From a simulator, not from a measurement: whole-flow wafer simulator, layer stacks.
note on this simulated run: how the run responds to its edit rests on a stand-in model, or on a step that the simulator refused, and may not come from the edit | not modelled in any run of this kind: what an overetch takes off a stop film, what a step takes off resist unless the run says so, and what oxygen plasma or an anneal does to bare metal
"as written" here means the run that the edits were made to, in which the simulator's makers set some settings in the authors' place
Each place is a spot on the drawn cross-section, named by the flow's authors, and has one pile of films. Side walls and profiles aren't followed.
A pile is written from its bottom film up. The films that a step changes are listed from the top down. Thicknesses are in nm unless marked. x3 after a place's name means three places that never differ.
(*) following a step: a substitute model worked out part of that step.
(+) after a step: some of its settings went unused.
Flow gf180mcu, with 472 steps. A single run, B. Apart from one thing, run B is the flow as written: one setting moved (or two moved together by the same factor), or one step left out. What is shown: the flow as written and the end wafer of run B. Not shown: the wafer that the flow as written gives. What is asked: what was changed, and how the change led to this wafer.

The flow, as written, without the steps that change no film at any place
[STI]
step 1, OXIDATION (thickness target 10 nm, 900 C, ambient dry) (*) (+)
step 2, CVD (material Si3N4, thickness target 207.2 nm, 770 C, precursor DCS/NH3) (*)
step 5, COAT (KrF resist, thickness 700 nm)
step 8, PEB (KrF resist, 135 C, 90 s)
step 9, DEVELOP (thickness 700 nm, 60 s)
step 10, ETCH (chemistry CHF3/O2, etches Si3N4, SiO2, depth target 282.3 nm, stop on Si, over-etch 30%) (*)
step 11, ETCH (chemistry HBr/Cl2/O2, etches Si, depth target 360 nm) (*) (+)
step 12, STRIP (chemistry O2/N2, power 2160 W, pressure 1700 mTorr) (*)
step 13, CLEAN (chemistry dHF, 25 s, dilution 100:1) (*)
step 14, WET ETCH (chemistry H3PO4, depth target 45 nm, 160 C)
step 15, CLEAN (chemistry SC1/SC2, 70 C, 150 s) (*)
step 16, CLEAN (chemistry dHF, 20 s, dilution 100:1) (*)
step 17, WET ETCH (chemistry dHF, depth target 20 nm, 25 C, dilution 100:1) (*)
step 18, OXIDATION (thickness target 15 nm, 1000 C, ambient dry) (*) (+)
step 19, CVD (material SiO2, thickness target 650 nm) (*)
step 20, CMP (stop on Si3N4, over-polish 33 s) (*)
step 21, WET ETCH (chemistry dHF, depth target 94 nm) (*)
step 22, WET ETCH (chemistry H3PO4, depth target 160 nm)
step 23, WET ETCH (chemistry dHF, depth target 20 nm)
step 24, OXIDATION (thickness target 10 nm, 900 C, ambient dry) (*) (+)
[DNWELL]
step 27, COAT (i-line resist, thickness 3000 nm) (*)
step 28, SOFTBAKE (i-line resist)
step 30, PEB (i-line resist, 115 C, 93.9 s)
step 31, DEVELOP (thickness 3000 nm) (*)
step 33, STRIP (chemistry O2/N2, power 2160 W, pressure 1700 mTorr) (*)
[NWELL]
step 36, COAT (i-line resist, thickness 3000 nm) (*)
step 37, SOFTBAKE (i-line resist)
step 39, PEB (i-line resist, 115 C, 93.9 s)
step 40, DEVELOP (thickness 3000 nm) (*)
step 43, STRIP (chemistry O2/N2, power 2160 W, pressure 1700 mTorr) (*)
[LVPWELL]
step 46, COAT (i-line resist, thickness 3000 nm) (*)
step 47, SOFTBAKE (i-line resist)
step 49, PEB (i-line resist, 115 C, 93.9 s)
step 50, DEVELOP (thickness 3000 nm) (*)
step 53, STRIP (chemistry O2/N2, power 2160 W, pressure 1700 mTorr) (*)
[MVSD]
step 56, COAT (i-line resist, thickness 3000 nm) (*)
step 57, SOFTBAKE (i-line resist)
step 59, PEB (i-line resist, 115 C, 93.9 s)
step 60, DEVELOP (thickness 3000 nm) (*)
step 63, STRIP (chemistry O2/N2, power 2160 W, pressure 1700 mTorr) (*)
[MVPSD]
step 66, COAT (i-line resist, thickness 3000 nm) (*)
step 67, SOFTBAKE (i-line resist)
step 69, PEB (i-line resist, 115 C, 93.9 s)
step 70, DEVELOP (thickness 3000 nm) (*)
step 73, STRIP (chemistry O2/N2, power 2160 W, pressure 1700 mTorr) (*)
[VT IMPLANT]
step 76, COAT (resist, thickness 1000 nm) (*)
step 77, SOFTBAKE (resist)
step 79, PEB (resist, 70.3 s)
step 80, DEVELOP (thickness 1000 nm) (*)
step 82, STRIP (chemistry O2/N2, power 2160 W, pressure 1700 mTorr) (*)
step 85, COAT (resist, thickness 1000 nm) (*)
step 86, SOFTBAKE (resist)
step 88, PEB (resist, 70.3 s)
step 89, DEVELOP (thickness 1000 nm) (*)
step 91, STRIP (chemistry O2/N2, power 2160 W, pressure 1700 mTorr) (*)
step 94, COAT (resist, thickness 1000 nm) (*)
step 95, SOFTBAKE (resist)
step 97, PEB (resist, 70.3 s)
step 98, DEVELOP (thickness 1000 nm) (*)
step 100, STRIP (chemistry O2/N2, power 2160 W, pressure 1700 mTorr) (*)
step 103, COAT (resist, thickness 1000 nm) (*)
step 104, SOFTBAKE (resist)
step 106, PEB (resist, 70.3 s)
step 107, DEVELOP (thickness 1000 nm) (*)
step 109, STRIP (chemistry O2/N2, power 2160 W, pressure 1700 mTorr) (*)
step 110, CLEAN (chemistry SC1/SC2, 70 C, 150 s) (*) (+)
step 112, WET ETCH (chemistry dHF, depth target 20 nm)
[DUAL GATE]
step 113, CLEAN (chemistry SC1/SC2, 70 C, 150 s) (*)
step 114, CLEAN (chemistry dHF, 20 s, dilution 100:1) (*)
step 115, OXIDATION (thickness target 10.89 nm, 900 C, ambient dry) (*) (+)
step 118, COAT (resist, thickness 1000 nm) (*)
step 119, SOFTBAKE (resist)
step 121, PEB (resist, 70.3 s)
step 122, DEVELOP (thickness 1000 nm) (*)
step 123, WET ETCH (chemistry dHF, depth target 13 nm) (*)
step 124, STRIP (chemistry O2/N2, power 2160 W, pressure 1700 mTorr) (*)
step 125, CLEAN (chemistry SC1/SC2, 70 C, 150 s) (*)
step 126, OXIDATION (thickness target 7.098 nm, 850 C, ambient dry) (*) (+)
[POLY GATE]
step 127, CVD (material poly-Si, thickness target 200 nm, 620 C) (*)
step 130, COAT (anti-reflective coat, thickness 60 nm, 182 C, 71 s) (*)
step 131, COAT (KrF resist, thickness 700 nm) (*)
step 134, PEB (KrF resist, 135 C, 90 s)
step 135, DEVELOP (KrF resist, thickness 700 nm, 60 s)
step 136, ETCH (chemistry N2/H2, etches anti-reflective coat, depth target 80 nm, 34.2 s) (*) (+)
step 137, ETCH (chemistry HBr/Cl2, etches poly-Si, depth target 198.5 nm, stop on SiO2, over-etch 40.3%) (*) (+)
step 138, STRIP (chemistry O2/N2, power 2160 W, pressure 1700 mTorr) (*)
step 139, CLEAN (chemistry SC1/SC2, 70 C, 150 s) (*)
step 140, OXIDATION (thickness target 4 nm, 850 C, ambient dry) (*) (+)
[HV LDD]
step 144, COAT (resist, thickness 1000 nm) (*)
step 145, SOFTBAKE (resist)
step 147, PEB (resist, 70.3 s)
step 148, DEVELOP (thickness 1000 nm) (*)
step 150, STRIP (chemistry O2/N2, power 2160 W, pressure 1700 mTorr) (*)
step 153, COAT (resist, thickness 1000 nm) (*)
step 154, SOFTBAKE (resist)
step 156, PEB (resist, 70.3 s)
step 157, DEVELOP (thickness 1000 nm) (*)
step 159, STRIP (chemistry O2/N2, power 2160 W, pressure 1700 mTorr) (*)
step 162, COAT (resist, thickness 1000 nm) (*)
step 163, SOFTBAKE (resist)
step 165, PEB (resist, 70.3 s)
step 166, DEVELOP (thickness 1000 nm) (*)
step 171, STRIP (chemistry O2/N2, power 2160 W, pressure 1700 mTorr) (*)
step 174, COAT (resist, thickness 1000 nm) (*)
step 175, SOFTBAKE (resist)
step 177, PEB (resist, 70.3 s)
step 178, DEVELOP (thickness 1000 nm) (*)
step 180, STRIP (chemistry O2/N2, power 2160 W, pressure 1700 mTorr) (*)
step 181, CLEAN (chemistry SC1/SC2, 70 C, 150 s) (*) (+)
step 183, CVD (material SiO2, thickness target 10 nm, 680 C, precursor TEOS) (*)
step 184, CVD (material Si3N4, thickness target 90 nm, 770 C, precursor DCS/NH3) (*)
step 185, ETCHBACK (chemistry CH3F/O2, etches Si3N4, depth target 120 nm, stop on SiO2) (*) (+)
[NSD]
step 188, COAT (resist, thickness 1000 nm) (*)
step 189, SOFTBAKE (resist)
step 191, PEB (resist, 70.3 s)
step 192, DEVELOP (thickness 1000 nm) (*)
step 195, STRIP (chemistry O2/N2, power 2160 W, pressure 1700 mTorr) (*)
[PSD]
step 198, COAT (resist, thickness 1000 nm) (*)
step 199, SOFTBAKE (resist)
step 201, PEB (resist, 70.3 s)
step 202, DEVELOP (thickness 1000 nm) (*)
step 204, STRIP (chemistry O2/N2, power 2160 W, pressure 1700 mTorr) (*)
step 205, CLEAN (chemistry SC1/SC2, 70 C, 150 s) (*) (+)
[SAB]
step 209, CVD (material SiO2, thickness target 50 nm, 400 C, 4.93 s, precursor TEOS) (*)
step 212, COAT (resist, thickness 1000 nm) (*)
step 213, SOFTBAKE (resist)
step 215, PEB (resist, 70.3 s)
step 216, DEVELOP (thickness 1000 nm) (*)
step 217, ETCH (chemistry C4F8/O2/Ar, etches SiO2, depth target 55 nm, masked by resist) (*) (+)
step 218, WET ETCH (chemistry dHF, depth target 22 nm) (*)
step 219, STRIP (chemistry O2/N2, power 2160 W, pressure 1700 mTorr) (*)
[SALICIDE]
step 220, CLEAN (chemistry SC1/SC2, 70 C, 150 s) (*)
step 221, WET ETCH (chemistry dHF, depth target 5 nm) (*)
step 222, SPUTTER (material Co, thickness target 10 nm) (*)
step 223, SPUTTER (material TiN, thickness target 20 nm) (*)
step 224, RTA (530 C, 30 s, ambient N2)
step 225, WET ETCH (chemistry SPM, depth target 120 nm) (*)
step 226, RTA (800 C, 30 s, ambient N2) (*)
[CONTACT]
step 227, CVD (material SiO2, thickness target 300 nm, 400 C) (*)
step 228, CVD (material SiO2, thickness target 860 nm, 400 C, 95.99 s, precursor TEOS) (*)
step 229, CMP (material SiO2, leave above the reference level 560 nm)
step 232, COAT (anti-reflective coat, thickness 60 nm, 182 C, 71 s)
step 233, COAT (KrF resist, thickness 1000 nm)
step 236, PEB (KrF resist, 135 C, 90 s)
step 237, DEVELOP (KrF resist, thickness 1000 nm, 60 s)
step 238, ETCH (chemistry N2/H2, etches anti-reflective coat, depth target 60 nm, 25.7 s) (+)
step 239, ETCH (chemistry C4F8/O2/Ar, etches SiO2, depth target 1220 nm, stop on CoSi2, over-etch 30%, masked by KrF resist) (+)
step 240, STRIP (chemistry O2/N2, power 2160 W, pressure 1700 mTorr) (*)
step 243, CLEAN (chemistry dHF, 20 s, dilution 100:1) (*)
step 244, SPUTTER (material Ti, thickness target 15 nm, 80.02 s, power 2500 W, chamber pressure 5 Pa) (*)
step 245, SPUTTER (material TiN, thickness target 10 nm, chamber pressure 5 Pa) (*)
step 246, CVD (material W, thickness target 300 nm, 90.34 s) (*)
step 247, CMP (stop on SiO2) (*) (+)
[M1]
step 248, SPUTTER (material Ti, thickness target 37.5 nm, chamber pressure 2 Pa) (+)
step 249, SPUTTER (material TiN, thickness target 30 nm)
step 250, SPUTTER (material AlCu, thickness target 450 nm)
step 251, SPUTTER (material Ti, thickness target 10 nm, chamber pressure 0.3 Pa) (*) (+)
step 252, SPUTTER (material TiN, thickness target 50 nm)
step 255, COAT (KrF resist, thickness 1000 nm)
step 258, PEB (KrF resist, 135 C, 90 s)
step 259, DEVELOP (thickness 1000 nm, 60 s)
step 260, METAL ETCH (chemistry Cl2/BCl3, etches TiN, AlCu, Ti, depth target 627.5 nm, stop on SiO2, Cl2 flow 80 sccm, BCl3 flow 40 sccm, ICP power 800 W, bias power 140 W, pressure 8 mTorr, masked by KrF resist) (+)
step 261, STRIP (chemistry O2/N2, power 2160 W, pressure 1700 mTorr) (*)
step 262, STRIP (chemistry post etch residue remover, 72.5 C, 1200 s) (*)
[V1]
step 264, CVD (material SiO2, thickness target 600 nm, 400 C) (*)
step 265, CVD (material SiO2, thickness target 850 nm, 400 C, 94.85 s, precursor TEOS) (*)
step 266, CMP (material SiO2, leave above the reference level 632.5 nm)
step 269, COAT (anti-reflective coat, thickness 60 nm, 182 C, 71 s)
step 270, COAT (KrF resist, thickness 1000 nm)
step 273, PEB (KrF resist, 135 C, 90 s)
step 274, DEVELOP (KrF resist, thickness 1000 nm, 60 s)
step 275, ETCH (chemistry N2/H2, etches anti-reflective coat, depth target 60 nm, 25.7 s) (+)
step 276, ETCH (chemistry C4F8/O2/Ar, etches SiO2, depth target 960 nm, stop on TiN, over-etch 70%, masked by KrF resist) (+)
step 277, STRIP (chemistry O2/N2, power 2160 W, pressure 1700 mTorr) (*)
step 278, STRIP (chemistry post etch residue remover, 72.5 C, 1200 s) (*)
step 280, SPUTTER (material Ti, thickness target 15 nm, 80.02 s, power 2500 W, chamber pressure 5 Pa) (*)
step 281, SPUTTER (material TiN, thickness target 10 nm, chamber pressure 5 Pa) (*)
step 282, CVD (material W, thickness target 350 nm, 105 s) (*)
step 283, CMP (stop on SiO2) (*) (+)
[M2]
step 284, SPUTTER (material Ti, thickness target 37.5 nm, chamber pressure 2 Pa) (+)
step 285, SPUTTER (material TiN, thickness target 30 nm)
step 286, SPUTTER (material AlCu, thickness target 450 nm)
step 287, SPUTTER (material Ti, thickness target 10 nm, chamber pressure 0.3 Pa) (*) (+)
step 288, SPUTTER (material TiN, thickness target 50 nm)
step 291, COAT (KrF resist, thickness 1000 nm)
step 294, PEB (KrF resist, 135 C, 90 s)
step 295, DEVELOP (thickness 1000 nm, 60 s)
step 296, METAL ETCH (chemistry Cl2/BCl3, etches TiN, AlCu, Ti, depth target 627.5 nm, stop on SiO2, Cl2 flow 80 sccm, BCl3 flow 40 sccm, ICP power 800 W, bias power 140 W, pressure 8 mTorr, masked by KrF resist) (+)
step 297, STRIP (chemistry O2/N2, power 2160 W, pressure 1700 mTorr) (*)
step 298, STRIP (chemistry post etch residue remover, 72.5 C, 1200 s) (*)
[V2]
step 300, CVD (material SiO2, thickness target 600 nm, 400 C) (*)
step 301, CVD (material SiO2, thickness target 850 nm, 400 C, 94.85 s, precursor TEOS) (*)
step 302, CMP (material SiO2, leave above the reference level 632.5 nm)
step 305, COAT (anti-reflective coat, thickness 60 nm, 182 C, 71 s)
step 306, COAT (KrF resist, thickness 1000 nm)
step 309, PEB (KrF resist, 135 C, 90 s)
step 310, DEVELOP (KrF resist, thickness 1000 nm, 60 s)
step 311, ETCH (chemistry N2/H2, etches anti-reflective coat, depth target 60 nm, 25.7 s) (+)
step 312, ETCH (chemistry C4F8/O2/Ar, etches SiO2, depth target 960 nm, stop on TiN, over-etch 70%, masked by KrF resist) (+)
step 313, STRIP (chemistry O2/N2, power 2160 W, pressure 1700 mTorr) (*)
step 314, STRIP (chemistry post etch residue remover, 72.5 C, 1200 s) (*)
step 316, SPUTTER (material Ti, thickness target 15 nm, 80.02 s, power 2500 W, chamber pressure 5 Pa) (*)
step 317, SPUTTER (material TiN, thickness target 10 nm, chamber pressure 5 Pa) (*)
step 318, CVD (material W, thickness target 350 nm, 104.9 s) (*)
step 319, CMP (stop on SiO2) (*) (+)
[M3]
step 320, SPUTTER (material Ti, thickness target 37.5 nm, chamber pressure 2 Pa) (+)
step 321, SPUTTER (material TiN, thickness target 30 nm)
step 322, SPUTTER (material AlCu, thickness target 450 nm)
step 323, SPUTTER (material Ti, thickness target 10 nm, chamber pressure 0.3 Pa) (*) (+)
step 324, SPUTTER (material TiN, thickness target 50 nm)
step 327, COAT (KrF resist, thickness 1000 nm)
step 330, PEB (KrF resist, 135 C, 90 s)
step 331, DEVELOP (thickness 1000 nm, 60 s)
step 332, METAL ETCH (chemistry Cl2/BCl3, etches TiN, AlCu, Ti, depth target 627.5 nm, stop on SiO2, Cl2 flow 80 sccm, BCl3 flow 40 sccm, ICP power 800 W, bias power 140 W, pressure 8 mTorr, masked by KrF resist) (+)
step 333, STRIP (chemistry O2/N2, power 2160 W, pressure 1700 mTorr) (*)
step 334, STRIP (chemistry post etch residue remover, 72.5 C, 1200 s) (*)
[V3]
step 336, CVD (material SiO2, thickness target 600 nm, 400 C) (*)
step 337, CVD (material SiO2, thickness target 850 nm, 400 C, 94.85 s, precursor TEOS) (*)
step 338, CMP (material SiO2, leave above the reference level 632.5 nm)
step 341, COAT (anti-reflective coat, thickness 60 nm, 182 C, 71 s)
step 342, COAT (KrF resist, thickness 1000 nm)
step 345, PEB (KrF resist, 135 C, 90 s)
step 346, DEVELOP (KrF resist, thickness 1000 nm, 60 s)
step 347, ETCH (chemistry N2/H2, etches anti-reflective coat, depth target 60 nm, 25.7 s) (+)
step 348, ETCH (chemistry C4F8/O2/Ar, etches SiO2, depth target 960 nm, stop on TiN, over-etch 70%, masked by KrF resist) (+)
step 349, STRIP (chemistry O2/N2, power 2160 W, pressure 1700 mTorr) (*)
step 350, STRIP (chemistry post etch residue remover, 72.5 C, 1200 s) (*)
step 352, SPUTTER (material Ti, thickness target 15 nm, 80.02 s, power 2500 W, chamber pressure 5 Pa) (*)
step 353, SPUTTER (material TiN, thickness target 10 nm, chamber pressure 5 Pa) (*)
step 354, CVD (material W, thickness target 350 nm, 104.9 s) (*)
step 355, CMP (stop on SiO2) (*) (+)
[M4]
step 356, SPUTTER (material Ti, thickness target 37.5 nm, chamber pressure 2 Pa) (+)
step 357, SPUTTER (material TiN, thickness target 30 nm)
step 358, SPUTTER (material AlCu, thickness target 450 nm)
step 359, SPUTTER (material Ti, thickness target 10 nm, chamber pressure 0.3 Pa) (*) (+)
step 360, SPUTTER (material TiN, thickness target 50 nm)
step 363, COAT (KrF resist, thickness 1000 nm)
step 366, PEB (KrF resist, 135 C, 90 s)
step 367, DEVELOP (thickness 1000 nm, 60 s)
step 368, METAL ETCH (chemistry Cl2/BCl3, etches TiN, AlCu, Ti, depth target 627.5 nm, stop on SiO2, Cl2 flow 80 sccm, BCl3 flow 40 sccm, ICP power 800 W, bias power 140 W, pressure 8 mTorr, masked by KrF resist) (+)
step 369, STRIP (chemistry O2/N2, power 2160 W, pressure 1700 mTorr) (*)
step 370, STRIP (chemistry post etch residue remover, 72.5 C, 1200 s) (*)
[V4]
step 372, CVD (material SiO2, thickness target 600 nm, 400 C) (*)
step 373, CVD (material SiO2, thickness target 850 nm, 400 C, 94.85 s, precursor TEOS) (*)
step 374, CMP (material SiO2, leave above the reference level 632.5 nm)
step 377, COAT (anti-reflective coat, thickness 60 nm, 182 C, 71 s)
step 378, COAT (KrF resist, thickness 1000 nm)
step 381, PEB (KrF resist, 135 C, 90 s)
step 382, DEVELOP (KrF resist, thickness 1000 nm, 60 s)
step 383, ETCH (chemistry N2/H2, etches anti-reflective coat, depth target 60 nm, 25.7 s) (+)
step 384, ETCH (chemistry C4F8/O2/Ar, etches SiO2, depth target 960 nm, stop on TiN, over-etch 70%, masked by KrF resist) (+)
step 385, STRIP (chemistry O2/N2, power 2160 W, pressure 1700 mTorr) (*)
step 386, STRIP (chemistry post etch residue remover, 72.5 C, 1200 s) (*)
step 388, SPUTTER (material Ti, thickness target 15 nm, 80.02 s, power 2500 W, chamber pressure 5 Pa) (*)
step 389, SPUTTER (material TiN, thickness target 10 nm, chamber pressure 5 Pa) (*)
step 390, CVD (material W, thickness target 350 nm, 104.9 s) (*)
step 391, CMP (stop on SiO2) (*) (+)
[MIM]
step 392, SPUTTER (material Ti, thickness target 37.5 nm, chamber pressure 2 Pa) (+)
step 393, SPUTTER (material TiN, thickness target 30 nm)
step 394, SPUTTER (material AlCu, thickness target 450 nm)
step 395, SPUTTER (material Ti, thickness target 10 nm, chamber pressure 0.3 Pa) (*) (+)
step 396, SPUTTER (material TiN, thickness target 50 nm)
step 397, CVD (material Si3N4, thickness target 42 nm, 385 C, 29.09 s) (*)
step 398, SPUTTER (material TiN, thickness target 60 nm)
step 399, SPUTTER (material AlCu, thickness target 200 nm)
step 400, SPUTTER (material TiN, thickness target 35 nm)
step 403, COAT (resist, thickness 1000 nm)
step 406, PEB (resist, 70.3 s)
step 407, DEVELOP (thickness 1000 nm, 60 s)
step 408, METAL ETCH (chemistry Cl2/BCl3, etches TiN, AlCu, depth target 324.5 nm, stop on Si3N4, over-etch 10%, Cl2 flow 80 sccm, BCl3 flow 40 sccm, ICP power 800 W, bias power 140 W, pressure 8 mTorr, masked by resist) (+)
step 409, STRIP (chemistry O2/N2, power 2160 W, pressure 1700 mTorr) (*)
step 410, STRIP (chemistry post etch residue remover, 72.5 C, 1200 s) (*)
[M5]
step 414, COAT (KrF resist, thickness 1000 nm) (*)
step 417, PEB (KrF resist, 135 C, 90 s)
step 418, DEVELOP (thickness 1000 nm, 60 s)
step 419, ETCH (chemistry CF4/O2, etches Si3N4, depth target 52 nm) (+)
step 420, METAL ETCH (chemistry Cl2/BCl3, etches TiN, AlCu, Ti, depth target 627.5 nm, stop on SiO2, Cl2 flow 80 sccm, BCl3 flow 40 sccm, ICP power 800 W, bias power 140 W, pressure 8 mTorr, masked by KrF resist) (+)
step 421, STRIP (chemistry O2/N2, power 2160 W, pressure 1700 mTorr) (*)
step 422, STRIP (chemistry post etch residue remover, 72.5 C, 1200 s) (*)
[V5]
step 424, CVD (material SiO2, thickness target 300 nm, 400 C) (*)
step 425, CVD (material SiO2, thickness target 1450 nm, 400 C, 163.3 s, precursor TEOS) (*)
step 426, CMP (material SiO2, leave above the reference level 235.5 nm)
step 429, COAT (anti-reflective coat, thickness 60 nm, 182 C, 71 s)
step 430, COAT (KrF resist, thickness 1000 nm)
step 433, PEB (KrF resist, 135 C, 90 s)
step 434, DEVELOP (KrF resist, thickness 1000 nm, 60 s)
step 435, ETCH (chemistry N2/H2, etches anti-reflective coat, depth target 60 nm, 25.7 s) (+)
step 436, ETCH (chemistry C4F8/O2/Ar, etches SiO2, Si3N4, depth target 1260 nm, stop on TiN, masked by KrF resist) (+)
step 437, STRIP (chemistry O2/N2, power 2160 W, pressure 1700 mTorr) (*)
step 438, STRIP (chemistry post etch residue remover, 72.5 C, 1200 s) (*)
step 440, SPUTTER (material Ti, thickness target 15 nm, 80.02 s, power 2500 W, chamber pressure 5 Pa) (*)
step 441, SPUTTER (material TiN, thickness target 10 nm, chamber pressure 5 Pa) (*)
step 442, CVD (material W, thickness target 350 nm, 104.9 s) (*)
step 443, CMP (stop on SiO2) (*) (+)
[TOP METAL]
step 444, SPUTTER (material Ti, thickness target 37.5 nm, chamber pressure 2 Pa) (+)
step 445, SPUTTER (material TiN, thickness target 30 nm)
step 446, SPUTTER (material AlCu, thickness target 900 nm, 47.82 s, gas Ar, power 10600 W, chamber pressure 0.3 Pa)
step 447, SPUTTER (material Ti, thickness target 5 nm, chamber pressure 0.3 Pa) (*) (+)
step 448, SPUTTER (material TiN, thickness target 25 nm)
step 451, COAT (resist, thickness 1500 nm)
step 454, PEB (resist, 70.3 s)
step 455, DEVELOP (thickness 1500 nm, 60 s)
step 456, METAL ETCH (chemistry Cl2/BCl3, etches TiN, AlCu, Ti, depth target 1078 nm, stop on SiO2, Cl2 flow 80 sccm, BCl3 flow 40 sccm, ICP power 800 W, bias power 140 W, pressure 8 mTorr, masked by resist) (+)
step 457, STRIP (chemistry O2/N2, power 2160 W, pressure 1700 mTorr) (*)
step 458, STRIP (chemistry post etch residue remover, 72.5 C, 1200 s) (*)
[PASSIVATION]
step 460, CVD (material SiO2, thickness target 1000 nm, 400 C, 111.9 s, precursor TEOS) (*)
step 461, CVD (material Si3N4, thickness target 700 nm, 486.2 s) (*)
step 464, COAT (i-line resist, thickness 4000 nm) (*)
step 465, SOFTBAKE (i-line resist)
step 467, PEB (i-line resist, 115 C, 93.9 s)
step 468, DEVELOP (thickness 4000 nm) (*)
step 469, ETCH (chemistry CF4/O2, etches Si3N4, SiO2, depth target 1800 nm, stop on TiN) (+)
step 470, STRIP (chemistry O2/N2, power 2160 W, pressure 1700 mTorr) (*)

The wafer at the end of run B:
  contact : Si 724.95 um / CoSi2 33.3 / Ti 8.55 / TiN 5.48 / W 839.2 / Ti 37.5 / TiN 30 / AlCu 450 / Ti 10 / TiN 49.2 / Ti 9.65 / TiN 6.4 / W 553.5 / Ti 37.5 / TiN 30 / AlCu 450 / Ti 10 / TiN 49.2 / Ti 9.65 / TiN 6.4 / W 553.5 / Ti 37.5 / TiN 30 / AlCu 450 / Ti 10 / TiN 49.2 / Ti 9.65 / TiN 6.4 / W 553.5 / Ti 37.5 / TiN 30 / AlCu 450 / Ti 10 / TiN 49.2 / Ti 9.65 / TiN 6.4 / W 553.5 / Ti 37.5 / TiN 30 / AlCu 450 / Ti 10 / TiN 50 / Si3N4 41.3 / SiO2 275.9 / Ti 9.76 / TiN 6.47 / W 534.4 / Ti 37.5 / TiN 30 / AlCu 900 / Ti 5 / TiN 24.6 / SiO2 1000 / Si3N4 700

The reason: step 436, ETCH: depth target 554 nm was run, while the flow as written has depth target 1260 nm.

How this came from the change, step by step:
  step 436, ETCH (chemistry C4F8/O2/Ar, etches SiO2, Si3N4, depth target 1260 nm, stop on TiN, masked by KrF resist) (+)
      contact: -554 SiO2 (as written it would have been: -829.9 SiO2 (all of it), -41.3 Si3N4 (all of it))
      field, field__w1, field__w2 and 108 more: -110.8 KrF resist (as written it would have been: -252 KrF resist)
  step 437, STRIP (chemistry O2/N2, power 2160 W, pressure 1700 mTorr) (*)
      field, field__w1, field__w2 and 108 more: -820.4 KrF resist (all of it), -60 anti-reflective coat (all of it) (as written it would have been: -679.2 KrF resist (all of it), -60 anti-reflective coat (all of it))
  step 440, SPUTTER (material Ti, thickness target 15 nm, 80.02 s, power 2500 W, chamber pressure 5 Pa) (*)
      contact: +9.76 Ti (new film) (as written it would have been: +8.12 Ti (new film))
  step 441, SPUTTER (material TiN, thickness target 10 nm, chamber pressure 5 Pa) (*)
      contact: +6.47 TiN (new film) (as written it would have been: +5.38 TiN (new film))
  step 442, CVD (material W, thickness target 350 nm, 104.9 s) (*)
      contact: +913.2 W (new film) (as written it would have been: +1233.6 W (new film))
If metal films that touch count as one body, contact has 2 bodies (between them, from the top down: SiO2 275.9 / Si3N4 41.3); the flow as written gives 1 body.
